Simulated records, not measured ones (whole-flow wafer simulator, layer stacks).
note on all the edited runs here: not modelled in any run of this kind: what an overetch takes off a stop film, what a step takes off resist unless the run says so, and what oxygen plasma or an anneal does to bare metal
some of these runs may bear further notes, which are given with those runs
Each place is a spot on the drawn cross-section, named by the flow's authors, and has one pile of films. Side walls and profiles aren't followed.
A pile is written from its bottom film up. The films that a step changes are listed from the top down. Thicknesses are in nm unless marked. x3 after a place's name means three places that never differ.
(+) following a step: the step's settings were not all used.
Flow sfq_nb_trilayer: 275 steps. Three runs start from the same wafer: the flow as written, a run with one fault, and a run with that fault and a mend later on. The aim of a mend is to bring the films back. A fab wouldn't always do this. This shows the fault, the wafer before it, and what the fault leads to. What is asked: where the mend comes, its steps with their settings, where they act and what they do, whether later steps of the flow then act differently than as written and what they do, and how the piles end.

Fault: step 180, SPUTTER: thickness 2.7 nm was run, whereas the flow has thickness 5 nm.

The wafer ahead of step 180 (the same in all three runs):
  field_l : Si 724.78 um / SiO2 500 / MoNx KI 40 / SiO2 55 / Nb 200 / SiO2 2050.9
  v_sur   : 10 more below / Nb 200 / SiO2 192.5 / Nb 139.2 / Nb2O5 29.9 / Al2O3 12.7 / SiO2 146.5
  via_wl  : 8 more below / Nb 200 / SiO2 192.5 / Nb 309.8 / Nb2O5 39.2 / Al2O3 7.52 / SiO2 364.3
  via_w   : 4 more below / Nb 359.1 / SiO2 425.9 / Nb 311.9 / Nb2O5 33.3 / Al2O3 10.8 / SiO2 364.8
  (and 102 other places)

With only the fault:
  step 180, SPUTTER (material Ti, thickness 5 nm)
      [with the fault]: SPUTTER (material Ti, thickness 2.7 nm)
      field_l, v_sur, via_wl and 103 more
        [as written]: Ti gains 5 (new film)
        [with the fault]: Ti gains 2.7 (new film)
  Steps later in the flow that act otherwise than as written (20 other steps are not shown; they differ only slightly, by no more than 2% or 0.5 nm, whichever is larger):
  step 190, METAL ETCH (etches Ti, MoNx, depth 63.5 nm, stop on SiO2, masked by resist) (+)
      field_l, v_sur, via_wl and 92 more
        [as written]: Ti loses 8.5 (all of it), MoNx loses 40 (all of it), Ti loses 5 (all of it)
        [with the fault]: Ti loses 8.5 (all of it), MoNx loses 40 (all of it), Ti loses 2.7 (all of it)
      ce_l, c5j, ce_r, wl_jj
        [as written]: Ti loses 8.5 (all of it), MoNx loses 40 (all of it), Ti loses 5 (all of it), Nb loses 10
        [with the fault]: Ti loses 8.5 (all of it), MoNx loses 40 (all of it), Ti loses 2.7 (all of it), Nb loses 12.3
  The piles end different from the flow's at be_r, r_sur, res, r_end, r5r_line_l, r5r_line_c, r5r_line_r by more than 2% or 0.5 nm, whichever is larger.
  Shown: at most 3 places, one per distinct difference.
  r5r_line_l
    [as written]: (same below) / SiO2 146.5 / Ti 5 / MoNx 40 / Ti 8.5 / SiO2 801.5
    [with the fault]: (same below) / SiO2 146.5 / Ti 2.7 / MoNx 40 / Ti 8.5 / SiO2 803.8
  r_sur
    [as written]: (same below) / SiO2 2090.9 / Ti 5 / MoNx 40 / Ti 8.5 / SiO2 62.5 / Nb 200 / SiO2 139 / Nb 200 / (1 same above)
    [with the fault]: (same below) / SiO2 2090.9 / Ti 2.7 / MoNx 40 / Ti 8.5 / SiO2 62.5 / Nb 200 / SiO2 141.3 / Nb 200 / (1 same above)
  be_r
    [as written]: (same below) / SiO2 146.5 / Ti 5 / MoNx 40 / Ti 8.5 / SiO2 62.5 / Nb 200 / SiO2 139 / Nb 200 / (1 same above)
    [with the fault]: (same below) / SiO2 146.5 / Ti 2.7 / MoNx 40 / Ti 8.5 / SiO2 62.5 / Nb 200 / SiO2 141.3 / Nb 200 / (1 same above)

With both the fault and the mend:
  After step 180 comes the mend.
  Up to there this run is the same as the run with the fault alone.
  step 180a, SPUTTER (material Ti, thickness 2.3 nm) (the flow's step 180 again, with other settings)
      field_l, v_sur, via_wl and 103 more
        Ti gains 2.3
  Later steps of the flow that are run all act as written at every place that is followed.
  At every place that both follow, the piles at the end match the flow's.
